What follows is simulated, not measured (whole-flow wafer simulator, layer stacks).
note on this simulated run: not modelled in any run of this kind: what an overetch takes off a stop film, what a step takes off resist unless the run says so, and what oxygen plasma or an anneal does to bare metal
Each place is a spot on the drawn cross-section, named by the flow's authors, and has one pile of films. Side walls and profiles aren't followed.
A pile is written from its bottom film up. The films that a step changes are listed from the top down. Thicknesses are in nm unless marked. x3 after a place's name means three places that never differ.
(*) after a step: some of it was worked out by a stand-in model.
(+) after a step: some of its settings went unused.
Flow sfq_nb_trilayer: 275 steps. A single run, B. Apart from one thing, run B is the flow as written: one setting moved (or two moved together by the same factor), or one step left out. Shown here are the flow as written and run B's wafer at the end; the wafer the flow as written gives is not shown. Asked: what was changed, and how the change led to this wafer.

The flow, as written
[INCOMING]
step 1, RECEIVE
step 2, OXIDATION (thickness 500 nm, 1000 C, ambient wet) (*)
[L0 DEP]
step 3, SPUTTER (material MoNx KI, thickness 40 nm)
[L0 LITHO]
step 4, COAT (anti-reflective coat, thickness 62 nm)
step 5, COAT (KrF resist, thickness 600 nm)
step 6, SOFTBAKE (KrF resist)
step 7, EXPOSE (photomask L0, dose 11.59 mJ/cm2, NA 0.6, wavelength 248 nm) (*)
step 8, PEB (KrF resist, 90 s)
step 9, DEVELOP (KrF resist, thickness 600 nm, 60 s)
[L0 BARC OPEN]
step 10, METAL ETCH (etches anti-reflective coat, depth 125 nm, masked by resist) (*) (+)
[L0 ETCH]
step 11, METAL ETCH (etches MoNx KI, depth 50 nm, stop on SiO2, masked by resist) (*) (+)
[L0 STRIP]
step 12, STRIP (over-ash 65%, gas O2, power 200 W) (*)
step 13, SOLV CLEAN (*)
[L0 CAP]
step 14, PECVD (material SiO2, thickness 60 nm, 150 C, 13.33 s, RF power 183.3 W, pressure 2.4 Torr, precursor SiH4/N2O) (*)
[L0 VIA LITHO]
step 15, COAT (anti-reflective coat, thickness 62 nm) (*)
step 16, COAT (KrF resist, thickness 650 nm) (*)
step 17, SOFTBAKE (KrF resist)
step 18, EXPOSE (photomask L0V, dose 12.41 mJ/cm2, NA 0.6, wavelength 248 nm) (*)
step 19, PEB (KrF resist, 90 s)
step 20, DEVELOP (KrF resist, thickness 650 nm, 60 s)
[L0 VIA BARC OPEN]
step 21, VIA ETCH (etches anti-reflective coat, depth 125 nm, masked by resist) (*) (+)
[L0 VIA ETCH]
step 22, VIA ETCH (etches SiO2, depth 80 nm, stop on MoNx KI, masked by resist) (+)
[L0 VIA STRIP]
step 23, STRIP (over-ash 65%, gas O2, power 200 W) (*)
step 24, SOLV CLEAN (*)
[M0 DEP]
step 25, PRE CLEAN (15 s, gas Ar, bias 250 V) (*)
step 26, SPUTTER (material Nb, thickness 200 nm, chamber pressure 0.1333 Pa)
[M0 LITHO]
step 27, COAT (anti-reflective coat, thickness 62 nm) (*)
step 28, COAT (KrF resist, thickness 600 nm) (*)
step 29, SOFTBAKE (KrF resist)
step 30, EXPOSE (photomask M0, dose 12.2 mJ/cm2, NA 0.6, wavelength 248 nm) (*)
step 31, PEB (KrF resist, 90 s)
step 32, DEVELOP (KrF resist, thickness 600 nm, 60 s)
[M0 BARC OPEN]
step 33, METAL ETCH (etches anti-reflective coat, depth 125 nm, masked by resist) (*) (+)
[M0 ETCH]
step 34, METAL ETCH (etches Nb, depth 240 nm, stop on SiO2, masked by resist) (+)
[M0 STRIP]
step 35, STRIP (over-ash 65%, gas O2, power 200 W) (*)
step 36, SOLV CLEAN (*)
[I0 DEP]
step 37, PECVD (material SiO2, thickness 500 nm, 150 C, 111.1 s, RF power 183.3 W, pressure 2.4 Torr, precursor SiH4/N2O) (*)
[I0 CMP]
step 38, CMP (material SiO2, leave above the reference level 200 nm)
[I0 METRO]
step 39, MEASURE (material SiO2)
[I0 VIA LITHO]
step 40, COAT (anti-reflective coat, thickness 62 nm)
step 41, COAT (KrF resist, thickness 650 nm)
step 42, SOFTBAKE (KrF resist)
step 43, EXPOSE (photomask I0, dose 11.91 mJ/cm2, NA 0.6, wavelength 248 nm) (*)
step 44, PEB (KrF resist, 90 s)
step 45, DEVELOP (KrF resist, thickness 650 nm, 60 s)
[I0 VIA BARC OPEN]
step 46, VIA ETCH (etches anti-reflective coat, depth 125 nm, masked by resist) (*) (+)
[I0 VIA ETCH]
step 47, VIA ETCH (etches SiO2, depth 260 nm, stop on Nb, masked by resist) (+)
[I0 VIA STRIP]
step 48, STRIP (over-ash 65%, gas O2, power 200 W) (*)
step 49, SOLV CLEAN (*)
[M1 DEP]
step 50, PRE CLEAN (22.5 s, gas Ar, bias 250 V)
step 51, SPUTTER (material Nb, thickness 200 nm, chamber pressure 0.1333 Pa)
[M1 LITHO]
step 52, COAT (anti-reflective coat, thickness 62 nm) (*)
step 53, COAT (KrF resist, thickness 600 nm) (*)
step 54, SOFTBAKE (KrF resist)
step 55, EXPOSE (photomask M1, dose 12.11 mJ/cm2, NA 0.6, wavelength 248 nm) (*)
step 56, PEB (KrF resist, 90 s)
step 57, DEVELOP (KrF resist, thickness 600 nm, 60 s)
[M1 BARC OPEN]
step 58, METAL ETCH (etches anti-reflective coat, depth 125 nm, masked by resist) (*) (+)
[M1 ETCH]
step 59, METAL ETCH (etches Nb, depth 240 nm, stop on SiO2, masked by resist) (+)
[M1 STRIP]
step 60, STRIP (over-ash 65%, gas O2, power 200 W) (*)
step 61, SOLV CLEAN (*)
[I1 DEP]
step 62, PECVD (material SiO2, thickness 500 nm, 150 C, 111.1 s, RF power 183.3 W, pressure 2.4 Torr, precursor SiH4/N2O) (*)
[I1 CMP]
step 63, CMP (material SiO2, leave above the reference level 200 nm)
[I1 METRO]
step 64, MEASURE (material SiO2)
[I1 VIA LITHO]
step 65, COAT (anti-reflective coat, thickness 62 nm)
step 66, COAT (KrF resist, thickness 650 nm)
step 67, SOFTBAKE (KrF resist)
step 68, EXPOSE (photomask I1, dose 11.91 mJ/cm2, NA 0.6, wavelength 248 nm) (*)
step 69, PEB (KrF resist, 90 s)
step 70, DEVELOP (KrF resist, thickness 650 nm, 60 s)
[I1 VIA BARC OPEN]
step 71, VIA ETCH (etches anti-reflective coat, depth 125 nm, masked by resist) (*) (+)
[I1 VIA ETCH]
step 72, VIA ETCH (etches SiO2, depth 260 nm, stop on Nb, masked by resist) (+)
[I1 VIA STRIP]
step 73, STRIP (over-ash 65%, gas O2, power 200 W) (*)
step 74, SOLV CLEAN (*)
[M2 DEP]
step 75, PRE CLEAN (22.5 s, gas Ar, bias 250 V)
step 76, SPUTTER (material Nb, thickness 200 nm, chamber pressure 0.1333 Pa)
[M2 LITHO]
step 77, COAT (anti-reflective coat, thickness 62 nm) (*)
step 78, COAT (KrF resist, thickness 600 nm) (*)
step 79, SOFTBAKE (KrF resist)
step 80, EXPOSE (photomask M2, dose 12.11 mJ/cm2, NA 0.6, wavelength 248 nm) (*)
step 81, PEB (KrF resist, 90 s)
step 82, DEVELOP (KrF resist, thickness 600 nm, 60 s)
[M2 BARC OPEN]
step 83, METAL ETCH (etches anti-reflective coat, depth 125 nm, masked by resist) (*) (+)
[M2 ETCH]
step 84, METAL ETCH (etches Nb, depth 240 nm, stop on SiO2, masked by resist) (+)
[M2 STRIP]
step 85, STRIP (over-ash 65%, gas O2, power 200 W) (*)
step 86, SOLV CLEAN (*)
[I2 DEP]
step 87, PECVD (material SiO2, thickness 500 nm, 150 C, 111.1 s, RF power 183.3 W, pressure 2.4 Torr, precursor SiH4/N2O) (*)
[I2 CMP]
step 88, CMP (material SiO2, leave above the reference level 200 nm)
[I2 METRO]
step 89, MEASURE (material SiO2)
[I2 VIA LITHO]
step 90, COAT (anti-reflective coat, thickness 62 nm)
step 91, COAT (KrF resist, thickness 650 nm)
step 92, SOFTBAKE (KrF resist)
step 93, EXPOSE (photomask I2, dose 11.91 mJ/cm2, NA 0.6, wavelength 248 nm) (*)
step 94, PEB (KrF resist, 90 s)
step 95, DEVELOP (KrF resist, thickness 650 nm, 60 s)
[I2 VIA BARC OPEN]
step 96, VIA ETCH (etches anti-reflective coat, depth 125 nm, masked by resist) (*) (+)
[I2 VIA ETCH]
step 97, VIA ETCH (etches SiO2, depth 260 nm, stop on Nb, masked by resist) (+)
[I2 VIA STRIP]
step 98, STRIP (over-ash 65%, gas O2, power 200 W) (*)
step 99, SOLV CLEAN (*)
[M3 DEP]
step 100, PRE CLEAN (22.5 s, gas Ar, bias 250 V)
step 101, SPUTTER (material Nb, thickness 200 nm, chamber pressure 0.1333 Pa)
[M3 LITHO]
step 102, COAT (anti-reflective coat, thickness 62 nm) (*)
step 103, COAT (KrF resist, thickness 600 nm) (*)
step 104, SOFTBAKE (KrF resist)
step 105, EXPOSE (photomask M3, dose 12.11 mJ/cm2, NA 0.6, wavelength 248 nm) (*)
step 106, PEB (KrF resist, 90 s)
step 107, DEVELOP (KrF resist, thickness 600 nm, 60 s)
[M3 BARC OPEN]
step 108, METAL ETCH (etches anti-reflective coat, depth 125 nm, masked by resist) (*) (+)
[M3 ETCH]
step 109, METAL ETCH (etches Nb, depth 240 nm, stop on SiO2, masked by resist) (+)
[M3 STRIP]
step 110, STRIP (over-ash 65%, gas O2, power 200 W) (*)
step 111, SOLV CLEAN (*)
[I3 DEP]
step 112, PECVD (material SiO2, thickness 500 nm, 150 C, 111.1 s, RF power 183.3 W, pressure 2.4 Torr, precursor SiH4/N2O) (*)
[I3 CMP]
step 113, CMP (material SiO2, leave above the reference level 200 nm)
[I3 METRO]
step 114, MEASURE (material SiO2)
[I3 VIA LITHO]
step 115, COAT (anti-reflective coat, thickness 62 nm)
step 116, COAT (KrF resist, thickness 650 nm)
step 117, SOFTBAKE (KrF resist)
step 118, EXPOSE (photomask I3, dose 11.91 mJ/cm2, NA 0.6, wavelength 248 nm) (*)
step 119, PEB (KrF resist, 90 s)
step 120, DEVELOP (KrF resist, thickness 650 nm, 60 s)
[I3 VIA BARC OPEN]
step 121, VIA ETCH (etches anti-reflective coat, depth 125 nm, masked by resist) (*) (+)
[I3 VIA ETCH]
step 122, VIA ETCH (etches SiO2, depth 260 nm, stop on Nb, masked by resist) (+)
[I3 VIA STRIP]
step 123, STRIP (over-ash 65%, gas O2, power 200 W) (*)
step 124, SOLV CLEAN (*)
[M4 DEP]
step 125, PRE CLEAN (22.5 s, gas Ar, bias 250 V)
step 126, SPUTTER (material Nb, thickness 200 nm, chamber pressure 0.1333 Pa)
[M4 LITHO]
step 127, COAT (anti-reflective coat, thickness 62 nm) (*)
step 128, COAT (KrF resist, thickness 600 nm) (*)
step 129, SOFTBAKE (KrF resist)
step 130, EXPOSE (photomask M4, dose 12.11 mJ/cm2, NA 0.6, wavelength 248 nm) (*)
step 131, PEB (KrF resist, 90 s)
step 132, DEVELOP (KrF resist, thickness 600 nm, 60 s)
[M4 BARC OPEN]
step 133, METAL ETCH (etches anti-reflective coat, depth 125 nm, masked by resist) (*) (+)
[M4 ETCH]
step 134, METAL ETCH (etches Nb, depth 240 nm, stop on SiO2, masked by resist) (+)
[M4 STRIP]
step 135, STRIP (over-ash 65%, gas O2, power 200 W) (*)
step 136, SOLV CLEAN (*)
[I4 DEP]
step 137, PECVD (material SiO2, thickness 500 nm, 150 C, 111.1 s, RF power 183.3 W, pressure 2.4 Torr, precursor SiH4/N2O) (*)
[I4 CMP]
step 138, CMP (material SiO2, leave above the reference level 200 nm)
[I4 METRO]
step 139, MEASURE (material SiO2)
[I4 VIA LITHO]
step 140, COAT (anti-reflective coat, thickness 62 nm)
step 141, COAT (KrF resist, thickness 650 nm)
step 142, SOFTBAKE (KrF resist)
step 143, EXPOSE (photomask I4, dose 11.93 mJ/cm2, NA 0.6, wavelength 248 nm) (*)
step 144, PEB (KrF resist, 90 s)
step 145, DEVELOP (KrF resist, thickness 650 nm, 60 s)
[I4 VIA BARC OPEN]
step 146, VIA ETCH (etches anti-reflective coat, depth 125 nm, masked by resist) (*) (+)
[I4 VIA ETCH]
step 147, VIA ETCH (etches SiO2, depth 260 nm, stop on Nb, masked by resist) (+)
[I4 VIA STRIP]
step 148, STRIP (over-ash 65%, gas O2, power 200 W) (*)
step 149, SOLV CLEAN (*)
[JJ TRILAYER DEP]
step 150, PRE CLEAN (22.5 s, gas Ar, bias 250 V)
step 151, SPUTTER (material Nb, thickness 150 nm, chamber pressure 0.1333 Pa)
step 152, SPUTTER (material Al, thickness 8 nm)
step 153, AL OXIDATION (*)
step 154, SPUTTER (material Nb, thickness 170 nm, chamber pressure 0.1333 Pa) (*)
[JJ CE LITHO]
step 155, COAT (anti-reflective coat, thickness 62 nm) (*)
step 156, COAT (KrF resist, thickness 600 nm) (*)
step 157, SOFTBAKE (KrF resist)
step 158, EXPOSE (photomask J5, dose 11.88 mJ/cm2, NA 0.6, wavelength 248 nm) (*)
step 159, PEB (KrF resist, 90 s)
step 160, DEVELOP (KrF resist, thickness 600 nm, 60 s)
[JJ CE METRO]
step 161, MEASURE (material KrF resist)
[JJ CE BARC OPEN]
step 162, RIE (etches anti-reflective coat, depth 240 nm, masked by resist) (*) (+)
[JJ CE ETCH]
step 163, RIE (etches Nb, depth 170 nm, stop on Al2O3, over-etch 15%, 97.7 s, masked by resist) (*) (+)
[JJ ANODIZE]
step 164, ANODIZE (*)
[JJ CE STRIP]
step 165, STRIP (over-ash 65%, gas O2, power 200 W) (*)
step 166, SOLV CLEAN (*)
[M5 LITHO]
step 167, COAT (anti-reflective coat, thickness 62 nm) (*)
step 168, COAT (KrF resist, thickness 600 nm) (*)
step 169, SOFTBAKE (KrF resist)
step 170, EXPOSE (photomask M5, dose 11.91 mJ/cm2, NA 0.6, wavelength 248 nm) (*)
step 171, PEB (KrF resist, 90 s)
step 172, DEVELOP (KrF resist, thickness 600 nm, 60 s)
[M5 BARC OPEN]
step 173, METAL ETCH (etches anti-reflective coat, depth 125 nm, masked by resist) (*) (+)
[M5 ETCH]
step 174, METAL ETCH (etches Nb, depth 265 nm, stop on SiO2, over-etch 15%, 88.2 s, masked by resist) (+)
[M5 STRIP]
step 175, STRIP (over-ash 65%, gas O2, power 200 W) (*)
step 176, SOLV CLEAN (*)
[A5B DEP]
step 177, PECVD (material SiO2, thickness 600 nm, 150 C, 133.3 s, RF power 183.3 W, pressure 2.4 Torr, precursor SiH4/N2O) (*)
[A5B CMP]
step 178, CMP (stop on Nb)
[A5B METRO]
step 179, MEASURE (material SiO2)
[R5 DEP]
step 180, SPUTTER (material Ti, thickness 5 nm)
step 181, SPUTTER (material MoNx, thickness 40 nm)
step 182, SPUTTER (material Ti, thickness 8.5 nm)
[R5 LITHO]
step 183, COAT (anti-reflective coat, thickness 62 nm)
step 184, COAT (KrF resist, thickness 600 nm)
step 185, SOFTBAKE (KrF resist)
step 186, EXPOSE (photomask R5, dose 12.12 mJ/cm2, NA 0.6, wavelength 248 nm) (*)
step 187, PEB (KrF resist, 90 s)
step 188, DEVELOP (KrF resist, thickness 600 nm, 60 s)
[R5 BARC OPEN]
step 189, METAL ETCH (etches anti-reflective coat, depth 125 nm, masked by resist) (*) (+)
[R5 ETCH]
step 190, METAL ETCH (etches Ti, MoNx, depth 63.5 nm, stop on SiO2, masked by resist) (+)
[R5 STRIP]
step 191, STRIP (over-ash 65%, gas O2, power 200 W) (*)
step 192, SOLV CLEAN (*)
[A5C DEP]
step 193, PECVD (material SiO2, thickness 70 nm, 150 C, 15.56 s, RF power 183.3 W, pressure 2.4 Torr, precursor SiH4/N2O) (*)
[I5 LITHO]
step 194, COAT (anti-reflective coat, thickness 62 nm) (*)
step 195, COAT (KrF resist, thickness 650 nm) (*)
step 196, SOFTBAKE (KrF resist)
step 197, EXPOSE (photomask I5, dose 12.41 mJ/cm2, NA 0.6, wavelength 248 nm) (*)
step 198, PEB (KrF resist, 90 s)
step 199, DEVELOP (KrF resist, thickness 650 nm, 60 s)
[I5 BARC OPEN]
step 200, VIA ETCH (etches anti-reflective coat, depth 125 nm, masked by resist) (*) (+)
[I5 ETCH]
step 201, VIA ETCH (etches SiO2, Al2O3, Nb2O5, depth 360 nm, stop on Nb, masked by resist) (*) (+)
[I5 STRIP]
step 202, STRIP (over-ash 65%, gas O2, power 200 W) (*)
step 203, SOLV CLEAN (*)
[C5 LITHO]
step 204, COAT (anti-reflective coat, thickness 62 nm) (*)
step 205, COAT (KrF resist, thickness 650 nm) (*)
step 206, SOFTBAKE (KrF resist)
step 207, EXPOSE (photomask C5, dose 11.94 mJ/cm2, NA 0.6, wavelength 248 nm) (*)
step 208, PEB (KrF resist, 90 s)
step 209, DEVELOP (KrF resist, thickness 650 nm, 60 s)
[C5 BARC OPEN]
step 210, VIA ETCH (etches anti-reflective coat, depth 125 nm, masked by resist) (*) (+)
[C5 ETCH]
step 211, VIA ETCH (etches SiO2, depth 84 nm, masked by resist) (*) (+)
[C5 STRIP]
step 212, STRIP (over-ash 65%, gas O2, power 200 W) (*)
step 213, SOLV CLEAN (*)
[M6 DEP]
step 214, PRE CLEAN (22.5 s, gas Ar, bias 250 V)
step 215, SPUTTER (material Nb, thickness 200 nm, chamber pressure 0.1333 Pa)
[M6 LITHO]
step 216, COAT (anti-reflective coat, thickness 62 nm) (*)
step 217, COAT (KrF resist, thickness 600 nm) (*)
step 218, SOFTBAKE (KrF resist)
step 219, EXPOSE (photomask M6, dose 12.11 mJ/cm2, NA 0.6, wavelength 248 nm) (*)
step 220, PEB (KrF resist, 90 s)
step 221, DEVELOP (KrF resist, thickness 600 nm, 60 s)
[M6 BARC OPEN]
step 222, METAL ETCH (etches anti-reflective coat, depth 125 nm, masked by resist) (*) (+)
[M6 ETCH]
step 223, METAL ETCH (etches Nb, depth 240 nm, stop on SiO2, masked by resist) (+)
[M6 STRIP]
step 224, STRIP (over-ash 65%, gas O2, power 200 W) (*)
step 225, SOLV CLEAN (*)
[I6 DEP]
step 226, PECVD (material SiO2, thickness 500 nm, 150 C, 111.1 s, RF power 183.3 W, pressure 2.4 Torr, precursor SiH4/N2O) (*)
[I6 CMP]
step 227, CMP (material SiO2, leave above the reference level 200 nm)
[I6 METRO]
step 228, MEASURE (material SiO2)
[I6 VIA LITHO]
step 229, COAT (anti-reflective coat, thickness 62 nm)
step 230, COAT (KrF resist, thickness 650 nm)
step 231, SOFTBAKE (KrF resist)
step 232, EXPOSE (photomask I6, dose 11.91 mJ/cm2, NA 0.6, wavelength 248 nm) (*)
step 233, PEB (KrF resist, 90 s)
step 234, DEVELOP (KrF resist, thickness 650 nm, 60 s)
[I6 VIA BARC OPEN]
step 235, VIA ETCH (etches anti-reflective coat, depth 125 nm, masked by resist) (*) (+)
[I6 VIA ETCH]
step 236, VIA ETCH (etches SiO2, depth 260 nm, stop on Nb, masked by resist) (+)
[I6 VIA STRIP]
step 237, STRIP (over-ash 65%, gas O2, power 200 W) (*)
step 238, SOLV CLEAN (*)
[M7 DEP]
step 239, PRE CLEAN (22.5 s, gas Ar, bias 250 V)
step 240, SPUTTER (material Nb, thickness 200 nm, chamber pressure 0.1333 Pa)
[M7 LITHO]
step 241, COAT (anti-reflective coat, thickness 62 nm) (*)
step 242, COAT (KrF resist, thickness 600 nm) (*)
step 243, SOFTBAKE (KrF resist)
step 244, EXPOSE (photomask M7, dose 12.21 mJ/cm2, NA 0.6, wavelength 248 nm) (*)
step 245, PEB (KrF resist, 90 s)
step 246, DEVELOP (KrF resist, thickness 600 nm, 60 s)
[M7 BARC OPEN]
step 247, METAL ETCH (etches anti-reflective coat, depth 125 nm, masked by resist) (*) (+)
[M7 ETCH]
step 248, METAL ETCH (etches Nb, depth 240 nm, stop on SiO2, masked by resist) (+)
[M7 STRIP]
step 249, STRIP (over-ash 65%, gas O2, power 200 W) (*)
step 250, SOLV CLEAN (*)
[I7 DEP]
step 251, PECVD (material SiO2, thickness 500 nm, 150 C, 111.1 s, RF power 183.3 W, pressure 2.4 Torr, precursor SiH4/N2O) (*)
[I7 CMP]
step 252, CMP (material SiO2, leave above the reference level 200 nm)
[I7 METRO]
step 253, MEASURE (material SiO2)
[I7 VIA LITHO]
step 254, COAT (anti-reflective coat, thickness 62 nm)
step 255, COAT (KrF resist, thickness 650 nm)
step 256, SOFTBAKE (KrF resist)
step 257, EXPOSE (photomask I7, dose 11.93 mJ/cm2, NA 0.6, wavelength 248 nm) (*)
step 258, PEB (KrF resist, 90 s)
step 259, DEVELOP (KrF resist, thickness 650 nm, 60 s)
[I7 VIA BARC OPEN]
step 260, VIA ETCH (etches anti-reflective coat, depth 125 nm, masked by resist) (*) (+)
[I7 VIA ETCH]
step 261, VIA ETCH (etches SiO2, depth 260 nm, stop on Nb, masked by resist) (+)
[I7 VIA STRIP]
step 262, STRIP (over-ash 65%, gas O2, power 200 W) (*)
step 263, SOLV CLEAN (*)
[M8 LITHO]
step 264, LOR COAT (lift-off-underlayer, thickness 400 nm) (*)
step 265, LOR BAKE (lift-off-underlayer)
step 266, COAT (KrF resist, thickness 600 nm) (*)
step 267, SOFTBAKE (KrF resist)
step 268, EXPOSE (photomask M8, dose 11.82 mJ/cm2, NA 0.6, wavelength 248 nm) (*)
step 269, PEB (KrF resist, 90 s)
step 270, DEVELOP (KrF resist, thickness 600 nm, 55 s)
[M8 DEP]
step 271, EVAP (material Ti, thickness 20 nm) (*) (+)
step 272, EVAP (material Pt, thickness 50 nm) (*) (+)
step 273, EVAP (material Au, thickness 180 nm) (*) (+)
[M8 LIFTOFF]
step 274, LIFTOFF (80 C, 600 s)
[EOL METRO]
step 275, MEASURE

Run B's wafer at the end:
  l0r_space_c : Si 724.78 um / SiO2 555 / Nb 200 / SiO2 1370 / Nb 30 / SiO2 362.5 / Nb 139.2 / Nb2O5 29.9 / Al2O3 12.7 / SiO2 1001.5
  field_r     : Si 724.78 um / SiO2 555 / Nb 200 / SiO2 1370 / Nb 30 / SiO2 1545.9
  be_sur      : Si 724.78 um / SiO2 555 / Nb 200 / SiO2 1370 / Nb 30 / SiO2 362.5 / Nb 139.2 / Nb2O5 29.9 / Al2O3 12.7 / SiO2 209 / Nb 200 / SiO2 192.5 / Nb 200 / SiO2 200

The reason: step 134, METAL ETCH: depth 170 nm was run, whereas the flow has depth 240 nm.

Step by step, how the change led to this:
  step 134, METAL ETCH (etches Nb, depth 240 nm, stop on SiO2, masked by resist) (+)
      field_l, be, be_sur and 64 more: -170 Nb (it would be, as written: -200 Nb (all of it))
      v_sur, via_wl, via_w and 36 more: -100 KrF resist (it would be, as written: -141.2 KrF resist)
  step 135, STRIP (over-ash 65%, gas O2, power 200 W) (*)
      p4_fl, p4_fm, p4_w1 and 26 more: -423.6 KrF resist (all of it), -62 anti-reflective coat (all of it) (it would be, as written: -382.4 KrF resist (all of it), -62 anti-reflective coat (all of it))
      ln_m5, lsp_m, ln_m6: -423.1 KrF resist (all of it), -61.8 anti-reflective coat (all of it) (it would be, as written: -381.9 KrF resist (all of it), -61.8 anti-reflective coat (all of it))
      (as well as at 7 more places)
  step 137, PECVD (material SiO2, thickness 500 nm, 150 C, 111.1 s, RF power 183.3 W, pressure 2.4 Torr, precursor SiH4/N2O) (*)
      field_l, be, be_sur and 55 more: +500 SiO2 (new film) (it would be, as written: +500 SiO2)
      p3_s0, p3_s1, p3_s2, p3_s3, p3_s4, p3_s5: +527.1 SiO2 (new film) (it would be, as written: +557.1 SiO2)
      (as well as at 3 more places)
  step 138, CMP (material SiO2, leave above the reference level 200 nm)
      field_l, be, be_sur and 55 more: -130 SiO2 (it would be, as written: -100 SiO2)
      lsp_r, l0_sur, l0v: -123.1 SiO2 (it would be, as written: -91.9 SiO2)
Taking metal films that touch as one body, l0r_space_c has 3 bodies (between them, from the top down: SiO2 362.5; SiO2 1370); the flow as written gives 2 bodies (between them, from the top down: SiO2 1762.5).
Taking metal films that touch as one body, field_r has 2 bodies (between them, from the top down: SiO2 1370); the flow as written gives 1 body.
Taking metal films that touch as one body, be_sur has 5 bodies (between them, from the top down: SiO2 192.5; SiO2 209 / Al2O3 12.7 / Nb2O5 29.9; SiO2 362.5; SiO2 1370); the flow as written gives 4 bodies (between them, from the top down: SiO2 192.5; SiO2 209 / Al2O3 12.7 / Nb2O5 29.9; SiO2 1762.5).
